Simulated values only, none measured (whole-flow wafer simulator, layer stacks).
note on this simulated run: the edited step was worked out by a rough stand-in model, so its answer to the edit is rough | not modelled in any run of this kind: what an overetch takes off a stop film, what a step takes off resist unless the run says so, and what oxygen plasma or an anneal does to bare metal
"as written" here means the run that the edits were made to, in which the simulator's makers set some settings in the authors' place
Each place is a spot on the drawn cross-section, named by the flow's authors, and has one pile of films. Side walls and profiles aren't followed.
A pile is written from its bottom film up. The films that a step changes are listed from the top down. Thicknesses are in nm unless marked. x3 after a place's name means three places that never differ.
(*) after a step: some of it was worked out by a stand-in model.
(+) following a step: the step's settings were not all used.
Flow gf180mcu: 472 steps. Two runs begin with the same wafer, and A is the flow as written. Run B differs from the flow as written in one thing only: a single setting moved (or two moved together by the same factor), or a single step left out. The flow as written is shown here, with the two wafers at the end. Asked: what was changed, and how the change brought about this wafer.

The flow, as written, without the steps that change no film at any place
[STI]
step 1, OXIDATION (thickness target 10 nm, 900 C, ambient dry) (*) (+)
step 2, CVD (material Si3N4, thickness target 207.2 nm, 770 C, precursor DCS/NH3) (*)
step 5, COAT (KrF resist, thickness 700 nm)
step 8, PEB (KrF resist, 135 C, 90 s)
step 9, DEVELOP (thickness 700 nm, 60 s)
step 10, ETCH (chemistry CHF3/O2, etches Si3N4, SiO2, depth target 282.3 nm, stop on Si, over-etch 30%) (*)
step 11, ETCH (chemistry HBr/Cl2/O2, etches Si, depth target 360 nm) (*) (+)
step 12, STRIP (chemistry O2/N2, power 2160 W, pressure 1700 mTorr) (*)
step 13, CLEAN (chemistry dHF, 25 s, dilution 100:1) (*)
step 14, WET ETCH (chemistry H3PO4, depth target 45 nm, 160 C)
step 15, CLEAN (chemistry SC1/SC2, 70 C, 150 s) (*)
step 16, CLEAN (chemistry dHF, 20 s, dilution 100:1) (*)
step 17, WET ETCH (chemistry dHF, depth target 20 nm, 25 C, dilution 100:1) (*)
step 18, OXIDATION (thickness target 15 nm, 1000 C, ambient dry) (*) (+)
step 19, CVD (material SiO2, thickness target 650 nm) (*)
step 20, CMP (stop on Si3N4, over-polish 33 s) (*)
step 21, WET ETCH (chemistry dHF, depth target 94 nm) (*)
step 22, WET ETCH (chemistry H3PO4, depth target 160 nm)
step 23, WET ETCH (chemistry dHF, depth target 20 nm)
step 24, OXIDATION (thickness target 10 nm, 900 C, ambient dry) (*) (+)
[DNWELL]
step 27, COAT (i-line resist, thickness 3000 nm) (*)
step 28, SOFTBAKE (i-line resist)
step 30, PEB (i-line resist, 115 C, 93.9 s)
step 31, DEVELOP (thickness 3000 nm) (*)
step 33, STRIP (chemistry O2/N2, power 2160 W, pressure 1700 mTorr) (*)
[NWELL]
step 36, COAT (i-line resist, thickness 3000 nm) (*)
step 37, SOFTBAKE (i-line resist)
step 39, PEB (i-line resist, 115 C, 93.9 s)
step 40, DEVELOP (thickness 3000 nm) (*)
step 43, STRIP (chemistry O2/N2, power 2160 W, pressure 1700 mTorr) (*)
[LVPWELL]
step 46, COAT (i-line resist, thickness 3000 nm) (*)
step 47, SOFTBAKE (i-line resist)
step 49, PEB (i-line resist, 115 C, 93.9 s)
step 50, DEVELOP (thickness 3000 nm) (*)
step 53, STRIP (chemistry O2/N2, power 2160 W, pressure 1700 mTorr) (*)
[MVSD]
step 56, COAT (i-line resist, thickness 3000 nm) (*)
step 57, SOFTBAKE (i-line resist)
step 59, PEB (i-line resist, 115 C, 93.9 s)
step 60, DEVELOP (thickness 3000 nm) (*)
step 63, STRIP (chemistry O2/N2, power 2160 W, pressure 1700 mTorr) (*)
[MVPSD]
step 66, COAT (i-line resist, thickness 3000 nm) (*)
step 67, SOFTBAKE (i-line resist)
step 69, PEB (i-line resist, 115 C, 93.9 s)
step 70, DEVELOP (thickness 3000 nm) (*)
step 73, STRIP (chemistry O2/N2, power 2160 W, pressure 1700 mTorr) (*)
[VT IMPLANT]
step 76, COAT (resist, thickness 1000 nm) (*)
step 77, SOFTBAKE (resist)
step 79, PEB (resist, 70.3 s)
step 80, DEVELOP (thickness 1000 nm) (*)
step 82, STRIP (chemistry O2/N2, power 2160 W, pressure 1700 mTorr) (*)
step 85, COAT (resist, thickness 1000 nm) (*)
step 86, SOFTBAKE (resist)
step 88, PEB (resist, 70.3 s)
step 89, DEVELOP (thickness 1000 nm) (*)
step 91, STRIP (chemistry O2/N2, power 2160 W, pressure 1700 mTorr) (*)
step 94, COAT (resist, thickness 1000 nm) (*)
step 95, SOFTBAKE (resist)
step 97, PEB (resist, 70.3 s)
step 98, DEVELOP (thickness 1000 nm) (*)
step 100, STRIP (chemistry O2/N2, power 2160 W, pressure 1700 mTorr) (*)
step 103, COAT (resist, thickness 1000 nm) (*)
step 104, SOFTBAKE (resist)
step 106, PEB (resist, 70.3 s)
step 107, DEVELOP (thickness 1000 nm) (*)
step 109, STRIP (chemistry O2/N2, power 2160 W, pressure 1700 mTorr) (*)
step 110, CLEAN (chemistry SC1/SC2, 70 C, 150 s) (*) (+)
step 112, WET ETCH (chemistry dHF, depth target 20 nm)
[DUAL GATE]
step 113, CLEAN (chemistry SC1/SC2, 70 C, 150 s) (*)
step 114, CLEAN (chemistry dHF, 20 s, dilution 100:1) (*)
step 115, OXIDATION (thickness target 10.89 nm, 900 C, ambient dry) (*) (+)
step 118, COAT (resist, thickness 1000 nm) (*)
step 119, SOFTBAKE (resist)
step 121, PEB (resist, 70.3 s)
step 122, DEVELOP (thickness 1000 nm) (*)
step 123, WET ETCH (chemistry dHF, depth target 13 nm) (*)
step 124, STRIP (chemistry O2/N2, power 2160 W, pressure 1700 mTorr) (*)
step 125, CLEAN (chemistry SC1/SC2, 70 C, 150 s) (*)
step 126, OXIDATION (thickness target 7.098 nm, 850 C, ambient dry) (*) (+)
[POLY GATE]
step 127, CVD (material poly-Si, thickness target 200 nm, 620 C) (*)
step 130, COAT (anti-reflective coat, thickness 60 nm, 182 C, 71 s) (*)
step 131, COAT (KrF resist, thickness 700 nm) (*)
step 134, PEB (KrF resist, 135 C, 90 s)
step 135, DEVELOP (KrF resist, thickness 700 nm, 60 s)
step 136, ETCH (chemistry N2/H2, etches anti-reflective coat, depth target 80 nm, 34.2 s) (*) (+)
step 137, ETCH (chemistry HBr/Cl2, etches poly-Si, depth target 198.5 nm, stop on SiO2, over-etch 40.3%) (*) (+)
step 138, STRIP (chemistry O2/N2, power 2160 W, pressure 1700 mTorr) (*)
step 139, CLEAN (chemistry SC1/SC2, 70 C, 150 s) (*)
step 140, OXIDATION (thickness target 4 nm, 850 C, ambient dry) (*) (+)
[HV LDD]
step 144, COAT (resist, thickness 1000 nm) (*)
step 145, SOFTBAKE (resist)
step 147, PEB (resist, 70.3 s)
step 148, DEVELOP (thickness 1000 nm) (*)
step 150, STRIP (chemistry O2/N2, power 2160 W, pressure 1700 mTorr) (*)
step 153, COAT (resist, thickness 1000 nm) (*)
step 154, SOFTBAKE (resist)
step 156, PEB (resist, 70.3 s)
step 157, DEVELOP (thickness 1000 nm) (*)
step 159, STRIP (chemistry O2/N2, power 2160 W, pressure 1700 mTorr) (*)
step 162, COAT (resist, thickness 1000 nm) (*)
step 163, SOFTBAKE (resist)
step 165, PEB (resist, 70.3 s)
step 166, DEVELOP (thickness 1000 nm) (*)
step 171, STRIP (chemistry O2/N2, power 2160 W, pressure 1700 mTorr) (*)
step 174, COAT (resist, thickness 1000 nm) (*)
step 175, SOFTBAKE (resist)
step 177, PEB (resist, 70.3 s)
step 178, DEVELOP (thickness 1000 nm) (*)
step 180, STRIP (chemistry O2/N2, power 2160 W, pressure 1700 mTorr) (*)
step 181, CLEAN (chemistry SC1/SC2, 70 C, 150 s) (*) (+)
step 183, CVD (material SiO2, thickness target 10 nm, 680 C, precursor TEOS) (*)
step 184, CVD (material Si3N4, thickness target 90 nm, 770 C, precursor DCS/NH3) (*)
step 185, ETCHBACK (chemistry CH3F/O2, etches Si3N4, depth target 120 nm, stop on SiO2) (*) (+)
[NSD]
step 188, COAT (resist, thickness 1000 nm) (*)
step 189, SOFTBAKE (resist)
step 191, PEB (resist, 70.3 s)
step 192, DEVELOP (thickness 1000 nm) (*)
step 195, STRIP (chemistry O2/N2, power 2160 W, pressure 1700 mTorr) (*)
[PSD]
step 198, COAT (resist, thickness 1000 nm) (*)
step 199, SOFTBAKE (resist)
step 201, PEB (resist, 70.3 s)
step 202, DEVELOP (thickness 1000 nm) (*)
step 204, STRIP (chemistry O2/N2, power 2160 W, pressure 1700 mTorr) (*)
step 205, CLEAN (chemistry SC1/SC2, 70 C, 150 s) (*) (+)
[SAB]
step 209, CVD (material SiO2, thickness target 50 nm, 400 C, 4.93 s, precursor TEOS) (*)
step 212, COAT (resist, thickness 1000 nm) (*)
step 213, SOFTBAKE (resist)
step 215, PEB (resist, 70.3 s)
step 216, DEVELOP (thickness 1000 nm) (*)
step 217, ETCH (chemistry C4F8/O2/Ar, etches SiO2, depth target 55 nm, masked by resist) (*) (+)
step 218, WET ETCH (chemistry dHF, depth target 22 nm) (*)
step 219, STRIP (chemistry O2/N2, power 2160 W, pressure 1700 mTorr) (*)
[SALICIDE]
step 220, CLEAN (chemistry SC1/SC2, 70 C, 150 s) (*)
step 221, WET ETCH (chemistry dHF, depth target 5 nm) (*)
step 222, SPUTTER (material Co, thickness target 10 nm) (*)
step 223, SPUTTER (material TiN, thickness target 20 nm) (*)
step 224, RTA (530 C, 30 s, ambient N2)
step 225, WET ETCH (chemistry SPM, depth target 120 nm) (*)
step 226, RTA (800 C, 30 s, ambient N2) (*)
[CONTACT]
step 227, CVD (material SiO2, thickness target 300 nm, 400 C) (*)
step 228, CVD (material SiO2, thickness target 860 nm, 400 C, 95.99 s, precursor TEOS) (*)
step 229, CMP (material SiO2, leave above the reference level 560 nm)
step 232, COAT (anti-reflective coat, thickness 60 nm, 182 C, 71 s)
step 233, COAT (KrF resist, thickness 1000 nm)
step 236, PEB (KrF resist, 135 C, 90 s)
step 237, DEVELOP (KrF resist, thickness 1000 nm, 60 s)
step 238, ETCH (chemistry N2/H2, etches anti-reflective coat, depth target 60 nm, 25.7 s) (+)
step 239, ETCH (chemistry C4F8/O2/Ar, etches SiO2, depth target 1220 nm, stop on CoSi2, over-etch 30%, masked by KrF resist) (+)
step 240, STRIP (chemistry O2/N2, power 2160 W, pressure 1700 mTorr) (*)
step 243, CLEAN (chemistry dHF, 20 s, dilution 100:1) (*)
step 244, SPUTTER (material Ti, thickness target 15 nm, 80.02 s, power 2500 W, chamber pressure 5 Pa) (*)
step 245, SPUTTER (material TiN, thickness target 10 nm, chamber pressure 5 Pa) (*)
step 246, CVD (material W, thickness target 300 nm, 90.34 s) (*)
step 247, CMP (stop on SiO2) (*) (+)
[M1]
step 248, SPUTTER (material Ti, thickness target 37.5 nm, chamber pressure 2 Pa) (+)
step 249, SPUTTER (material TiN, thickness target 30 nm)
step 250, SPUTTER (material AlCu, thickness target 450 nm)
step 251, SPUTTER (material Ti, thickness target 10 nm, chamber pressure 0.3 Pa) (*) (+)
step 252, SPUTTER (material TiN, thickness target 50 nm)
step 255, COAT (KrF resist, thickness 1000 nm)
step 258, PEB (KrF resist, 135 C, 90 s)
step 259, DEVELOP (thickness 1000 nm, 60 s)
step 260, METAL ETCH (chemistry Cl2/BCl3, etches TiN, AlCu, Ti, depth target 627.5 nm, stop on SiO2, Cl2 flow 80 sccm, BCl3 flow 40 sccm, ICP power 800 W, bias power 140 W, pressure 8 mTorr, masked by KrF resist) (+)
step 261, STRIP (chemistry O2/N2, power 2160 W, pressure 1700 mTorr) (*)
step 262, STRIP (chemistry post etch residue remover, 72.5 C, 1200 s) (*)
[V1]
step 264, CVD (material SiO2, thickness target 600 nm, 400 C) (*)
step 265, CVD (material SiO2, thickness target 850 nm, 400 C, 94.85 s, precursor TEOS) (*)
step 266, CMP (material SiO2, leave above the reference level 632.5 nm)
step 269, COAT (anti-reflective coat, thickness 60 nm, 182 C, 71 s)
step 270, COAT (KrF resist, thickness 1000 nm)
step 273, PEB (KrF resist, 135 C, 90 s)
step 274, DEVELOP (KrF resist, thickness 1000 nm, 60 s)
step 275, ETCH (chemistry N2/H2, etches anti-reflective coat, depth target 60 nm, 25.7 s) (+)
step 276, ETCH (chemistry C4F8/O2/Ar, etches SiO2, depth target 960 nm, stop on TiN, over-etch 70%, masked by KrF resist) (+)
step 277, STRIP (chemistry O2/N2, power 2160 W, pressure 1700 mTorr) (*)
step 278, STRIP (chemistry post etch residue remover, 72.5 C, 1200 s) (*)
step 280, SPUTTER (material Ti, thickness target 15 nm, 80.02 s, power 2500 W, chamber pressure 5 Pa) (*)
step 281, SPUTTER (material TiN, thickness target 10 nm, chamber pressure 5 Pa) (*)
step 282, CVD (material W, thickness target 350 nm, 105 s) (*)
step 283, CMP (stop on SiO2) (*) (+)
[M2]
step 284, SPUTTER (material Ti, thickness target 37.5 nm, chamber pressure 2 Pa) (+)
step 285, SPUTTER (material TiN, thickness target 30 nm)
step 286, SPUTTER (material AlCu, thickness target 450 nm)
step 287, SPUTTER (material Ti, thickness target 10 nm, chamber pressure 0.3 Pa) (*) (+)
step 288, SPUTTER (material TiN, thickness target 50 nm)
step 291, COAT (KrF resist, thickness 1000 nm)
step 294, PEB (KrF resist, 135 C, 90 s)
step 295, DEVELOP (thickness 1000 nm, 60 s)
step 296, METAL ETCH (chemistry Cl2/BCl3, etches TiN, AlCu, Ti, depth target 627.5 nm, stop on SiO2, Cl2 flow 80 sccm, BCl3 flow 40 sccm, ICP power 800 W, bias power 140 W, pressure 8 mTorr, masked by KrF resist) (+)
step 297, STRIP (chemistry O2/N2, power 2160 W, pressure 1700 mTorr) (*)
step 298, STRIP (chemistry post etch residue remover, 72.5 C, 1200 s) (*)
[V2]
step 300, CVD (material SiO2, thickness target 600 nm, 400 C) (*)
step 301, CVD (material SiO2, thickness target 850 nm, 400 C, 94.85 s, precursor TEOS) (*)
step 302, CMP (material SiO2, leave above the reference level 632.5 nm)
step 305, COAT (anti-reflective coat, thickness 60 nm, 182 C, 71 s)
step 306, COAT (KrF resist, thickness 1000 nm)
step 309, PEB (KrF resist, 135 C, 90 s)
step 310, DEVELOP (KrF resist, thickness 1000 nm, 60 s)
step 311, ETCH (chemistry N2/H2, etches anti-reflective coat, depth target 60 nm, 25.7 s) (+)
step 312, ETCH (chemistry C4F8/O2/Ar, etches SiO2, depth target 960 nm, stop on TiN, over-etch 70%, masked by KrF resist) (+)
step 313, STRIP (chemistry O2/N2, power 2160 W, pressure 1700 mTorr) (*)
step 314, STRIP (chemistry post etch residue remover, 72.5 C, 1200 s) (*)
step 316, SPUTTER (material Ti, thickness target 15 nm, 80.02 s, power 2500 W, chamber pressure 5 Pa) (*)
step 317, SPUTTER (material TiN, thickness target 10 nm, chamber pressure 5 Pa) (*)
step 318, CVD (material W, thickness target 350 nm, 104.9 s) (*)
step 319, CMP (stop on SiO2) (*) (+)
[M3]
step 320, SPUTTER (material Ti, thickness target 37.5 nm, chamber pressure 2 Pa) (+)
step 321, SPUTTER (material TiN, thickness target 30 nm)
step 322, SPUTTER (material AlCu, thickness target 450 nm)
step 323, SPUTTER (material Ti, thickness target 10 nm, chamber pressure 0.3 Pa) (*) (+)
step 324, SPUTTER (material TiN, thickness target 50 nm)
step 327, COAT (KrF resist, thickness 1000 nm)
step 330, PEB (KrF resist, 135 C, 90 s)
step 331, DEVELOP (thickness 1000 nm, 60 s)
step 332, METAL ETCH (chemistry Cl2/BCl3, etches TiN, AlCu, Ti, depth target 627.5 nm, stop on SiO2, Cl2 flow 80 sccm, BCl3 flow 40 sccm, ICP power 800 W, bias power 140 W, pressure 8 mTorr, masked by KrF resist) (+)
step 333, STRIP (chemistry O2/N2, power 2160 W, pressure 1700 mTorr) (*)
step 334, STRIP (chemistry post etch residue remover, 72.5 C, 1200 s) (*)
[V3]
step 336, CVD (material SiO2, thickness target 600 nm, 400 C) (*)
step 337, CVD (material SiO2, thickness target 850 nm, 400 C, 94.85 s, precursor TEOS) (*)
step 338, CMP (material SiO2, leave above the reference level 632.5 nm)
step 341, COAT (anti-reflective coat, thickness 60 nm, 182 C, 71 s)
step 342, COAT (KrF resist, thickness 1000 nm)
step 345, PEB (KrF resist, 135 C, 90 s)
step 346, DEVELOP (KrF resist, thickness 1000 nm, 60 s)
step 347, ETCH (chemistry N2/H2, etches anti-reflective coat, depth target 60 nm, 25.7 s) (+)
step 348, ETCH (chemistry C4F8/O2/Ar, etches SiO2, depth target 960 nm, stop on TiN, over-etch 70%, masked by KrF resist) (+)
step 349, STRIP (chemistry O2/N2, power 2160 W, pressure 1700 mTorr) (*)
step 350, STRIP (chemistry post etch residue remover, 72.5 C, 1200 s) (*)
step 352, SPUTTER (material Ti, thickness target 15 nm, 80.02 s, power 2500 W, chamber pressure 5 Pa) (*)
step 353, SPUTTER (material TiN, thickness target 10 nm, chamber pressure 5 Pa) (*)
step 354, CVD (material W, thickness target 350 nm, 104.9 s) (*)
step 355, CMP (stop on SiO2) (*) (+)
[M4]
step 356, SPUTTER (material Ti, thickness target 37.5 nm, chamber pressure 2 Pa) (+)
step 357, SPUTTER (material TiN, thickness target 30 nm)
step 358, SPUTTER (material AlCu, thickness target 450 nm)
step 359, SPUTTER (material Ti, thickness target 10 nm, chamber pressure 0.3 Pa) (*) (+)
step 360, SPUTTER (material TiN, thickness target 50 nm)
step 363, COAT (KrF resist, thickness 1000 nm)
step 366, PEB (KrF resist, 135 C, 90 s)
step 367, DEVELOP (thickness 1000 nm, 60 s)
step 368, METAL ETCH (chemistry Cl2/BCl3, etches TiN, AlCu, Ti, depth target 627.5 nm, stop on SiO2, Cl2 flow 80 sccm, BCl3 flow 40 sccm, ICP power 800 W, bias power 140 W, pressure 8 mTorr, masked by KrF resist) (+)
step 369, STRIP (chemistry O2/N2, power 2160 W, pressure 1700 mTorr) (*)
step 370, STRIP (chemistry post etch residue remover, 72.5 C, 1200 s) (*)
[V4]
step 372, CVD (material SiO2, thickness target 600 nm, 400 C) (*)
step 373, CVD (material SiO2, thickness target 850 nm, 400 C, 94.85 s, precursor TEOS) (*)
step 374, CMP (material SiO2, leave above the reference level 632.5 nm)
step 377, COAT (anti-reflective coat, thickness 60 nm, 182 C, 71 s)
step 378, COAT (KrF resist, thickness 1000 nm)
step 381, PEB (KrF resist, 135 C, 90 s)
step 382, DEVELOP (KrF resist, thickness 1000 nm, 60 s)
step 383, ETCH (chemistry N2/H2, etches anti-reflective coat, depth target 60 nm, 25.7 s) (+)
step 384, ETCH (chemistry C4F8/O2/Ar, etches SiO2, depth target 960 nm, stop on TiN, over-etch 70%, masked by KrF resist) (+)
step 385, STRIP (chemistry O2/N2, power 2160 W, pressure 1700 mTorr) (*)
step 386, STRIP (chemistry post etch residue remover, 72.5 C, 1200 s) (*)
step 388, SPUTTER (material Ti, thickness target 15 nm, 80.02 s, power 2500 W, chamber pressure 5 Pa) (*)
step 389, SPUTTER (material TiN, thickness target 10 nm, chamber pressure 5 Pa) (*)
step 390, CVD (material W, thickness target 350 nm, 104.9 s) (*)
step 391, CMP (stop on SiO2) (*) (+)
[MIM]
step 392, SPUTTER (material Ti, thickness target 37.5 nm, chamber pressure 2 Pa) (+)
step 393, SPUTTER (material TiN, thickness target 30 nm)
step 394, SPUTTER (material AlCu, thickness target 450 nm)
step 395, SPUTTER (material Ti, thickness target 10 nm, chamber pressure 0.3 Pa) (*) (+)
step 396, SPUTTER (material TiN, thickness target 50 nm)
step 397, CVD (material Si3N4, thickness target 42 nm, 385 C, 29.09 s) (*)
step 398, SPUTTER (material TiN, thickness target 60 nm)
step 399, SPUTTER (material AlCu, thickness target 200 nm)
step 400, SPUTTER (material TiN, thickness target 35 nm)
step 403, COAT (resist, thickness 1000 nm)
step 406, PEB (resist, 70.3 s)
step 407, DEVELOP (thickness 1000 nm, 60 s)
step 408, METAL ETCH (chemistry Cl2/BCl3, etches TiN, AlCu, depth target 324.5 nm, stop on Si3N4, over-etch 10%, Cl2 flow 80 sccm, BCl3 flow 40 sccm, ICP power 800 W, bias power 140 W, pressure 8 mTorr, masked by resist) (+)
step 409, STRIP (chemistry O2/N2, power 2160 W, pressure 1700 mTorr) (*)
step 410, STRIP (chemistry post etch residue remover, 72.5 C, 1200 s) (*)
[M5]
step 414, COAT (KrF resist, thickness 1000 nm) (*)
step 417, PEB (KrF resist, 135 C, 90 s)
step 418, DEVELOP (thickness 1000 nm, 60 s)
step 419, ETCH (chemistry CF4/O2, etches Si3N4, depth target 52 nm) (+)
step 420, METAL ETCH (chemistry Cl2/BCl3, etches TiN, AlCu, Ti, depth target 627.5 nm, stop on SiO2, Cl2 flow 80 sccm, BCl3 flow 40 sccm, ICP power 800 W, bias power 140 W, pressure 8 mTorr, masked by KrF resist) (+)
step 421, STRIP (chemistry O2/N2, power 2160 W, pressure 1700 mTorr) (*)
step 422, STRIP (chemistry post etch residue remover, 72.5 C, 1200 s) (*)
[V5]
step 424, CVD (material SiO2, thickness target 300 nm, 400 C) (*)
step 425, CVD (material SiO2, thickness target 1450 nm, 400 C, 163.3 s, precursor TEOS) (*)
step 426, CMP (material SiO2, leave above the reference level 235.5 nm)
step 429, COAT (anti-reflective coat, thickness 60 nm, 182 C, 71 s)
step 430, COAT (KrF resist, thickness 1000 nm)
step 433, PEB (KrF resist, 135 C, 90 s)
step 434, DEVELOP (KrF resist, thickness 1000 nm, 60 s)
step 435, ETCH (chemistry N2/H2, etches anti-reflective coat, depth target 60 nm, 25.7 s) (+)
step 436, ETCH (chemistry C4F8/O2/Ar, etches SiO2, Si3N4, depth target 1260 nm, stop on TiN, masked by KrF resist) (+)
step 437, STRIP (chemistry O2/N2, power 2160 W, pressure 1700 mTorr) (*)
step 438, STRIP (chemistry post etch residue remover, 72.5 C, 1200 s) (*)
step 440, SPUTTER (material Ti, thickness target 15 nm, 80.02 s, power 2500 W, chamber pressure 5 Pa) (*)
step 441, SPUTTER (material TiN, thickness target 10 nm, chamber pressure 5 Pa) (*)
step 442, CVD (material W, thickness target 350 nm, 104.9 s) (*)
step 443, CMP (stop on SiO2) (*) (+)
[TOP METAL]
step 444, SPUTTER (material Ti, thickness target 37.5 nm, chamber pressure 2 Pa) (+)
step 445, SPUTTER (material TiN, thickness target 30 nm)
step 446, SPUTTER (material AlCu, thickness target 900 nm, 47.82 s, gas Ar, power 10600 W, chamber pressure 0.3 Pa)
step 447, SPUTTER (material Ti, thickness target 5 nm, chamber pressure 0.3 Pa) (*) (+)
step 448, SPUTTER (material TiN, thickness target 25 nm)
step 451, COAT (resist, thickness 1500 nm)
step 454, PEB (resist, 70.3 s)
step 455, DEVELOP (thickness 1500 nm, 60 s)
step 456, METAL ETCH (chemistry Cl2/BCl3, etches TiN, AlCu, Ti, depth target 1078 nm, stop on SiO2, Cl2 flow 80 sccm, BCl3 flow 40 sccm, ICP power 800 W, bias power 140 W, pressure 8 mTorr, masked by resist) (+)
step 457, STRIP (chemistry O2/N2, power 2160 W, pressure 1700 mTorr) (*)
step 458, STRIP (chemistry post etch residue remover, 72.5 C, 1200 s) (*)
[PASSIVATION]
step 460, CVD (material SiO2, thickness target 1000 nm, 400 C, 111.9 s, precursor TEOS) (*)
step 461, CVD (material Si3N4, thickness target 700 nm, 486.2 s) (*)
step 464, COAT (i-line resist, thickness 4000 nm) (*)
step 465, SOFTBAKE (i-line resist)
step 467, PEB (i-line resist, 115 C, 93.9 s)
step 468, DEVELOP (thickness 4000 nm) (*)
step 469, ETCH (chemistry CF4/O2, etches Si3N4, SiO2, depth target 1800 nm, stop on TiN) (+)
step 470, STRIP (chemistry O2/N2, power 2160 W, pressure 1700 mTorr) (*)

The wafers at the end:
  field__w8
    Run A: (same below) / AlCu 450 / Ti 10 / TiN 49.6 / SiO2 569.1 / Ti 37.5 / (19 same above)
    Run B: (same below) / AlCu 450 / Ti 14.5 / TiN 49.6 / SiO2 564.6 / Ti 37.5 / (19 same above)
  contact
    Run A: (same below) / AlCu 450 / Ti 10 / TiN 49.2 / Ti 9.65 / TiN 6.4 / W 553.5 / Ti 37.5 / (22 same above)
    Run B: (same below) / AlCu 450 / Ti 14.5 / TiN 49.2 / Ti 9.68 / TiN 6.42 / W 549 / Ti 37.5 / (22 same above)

What caused this: step 323, SPUTTER: thickness target 14.5 nm was run, though the flow has thickness target 10 nm.
The wafer lets one read it off: field__w8 has Ti 14.5, and step 323 as written asks for 10 nm.

The path from the change to this, step by step:
  step 323, SPUTTER (material Ti, thickness target 10 nm, chamber pressure 0.3 Pa) (*) (+)
      field, field__w1, field__w2 and 108 more: A +10 Ti (new film) | B +14.5 Ti (new film)
  step 332, METAL ETCH (chemistry Cl2/BCl3, etches TiN, AlCu, Ti, depth target 627.5 nm, stop on SiO2, Cl2 flow 80 sccm, BCl3 flow 40 sccm, ICP power 800 W, bias power 140 W, pressure 8 mTorr, masked by KrF resist) (+)
      field, field__w1, field__w2 and 103 more: A -50 TiN (all of it), -10 Ti (all of it), -450 AlCu (all of it), -30 TiN (all of it), -37.5 Ti (all of it) | B -50 TiN (all of it), -14.5 Ti (all of it), -450 AlCu (all of it), -30 TiN (all of it), -37.5 Ti (all of it)
